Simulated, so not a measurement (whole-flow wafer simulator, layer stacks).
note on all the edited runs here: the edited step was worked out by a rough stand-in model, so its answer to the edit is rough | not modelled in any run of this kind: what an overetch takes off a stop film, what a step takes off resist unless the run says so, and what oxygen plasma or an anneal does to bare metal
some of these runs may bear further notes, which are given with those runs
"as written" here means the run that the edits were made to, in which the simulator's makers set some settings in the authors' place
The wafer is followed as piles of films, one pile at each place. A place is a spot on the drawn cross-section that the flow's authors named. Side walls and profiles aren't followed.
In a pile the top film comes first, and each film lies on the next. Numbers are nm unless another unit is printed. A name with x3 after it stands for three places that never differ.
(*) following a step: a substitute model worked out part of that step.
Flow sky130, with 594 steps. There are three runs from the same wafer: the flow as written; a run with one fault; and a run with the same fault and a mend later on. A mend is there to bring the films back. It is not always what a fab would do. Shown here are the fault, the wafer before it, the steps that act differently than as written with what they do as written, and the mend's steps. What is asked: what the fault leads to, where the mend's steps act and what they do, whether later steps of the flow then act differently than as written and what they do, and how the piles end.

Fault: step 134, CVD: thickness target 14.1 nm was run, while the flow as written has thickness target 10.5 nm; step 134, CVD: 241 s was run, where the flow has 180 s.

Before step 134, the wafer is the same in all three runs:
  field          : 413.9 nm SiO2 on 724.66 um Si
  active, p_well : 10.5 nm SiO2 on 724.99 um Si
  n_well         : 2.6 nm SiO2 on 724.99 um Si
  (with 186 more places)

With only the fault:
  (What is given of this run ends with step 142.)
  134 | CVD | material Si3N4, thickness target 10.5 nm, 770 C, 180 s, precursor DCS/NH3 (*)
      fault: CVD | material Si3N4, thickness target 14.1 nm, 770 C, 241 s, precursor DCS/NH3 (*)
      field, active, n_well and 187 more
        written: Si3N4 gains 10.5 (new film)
        fault: Si3N4 gains 14.1 (new film)
  Later steps of the flow acting differently than as written (3 other steps are not shown; they differ only slightly, by no more than 2% or 0.5 nm, whichever is larger):
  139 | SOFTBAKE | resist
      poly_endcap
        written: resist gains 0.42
        fault: resist loses 0.86
  The piles after step 142 differ from the flow's at field, active, n_well and 187 more by more than 2% or 0.5 nm, whichever is larger.
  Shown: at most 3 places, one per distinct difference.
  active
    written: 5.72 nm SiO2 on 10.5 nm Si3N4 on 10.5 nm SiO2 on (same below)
    fault: 5.72 nm SiO2 on 14.1 nm Si3N4 on 10.5 nm SiO2 on (same below)
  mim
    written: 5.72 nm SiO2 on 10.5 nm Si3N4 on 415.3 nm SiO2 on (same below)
    fault: 5.72 nm SiO2 on 14.1 nm Si3N4 on 415.3 nm SiO2 on (same below)
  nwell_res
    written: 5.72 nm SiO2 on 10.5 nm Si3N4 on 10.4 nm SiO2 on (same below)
    fault: 5.72 nm SiO2 on 14.1 nm Si3N4 on 10.4 nm SiO2 on (same below)

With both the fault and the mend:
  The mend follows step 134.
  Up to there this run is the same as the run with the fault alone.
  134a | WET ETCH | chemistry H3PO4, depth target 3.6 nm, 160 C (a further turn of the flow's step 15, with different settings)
      field, active, n_well and 187 more
        Si3N4 loses 3.6
  Every later step of the flow that is run acts as written, at every place that is followed, to within 2% or 0.5 nm, whichever is larger.
  By the end, the piles equal the flow's at every place that both follow.
